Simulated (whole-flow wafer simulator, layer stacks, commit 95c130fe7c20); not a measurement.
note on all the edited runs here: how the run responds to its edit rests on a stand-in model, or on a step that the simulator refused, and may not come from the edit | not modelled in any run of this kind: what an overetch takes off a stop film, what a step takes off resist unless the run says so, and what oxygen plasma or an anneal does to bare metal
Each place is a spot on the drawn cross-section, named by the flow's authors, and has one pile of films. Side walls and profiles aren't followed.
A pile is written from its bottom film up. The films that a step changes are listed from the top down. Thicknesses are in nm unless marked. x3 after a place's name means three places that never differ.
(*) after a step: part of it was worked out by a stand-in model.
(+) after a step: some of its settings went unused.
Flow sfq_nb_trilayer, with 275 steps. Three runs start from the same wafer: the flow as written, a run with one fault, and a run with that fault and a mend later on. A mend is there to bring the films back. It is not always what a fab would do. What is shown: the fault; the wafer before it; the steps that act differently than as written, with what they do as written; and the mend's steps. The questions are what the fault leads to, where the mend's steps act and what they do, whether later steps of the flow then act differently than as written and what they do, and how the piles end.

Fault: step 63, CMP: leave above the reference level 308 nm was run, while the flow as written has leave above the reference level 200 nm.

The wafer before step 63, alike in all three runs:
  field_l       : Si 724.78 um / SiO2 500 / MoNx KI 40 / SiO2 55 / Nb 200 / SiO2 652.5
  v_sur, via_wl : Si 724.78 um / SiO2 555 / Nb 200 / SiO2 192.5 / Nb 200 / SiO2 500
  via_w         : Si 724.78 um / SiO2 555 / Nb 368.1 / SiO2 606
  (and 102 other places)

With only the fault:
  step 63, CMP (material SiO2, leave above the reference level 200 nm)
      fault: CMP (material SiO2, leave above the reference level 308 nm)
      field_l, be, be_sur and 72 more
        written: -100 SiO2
        fault: nothing
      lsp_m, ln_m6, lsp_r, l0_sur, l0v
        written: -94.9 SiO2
        fault: nothing
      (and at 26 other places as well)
  Steps further on in the flow that do not act as written (6 more steps, not shown, differ only slightly: by at most 2% or 0.5 nm, whichever is larger):
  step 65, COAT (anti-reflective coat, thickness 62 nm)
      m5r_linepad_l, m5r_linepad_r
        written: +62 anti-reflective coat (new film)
        fault: +65.4 anti-reflective coat (new film)
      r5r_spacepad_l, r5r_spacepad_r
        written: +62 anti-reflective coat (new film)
        fault: +65.5 anti-reflective coat (new film)
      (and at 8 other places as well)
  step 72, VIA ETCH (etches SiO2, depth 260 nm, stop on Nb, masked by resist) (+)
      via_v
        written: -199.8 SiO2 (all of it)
        fault: -260 SiO2
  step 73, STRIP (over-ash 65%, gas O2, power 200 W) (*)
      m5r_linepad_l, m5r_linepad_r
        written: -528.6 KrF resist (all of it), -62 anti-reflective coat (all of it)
        fault: -527.6 KrF resist (all of it), -65.4 anti-reflective coat (all of it)
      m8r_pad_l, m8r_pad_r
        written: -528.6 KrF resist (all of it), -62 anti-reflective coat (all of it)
        fault: -528.4 KrF resist (all of it), -64.4 anti-reflective coat (all of it)
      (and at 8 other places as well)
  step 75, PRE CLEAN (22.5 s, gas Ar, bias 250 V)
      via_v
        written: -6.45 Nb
        fault: -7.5 SiO2
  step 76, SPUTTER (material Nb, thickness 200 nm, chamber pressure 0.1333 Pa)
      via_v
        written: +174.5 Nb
        fault: +163.1 Nb (new film)
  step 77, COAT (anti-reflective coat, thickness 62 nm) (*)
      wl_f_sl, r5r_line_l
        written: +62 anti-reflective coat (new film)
        fault: +63.4 anti-reflective coat (new film)
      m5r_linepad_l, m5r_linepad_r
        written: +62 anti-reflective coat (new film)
        fault: +65 anti-reflective coat (new film)
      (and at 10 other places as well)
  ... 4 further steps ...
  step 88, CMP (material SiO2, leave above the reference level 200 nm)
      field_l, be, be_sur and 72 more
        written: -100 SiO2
        fault: -92 SiO2
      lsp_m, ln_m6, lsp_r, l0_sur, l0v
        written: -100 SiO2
        fault: -86.9 SiO2
  The piles end different from the flow's at field_l, v_sur, via_wl and 103 more by more than 2% or 0.5 nm, whichever is larger.
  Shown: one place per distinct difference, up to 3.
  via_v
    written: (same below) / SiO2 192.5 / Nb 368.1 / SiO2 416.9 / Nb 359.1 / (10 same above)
    fault: (same below) / SiO2 192.5 / Nb 200 / SiO2 40.3 / Nb 163.1 / SiO2 489.6 / Nb 359.1 / (10 same above)
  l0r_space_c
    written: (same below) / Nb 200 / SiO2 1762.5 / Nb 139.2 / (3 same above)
    fault: (same below) / Nb 200 / SiO2 1870.5 / Nb 139.2 / (3 same above)
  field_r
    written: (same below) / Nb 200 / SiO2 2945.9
    fault: (same below) / Nb 200 / SiO2 3053.9

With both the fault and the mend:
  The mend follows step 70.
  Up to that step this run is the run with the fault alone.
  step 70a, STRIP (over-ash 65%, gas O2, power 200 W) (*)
      p4_w1, p3_s2, p3_l3, p3_s3, p3_l4, p3_s4, p3_l5, p3_s5
        -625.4 KrF resist (all of it), -62.1 anti-reflective coat (all of it)
      m0r_line_l, m0r_line_r, r5r_space_c, m6r_line_l, m6r_line_r, m7r_line_l, m7r_line_r
        -626.5 KrF resist (all of it), -62.2 anti-reflective coat (all of it)
      m0r_space_l, m0r_space_r, m6r_space_l, m6r_space_r, m7r_space_l, m7r_space_r
        -625.9 KrF resist (all of it), -63.1 anti-reflective coat (all of it)
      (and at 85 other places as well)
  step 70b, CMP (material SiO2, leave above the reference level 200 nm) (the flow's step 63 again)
      field_l, be, be_sur and 72 more
        -100 SiO2
      v_sur, via_wl, via_w and 23 more
        -108 SiO2
      lsp_m, ln_m6, lsp_r, l0_sur, l0v
        -94.9 SiO2
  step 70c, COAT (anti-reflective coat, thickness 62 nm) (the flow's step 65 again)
      field_l, v_sur, via_wl and 103 more
        +62 anti-reflective coat (new film)
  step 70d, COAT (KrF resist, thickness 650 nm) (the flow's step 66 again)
      field_l, v_sur, via_wl and 103 more
        +650 KrF resist (new film)
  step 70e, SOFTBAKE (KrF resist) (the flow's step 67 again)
      leaves every film unchanged at each place that is followed
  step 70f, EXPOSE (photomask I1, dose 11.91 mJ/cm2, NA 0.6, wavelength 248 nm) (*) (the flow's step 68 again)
      leaves every film unchanged at each place that is followed
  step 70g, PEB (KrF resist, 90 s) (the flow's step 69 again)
      field_l, v_sur, via_wl and 103 more
        -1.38 KrF resist
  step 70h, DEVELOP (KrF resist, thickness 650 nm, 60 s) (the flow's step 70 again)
      field_l, v_sur, via_wl and 102 more
        -23.5 KrF resist
      via_v
        -648.6 KrF resist (all of it)
  None of the later steps of the flow acts differently than as written at any place that is followed.
  At every place that both follow, the piles at the end match the flow's.
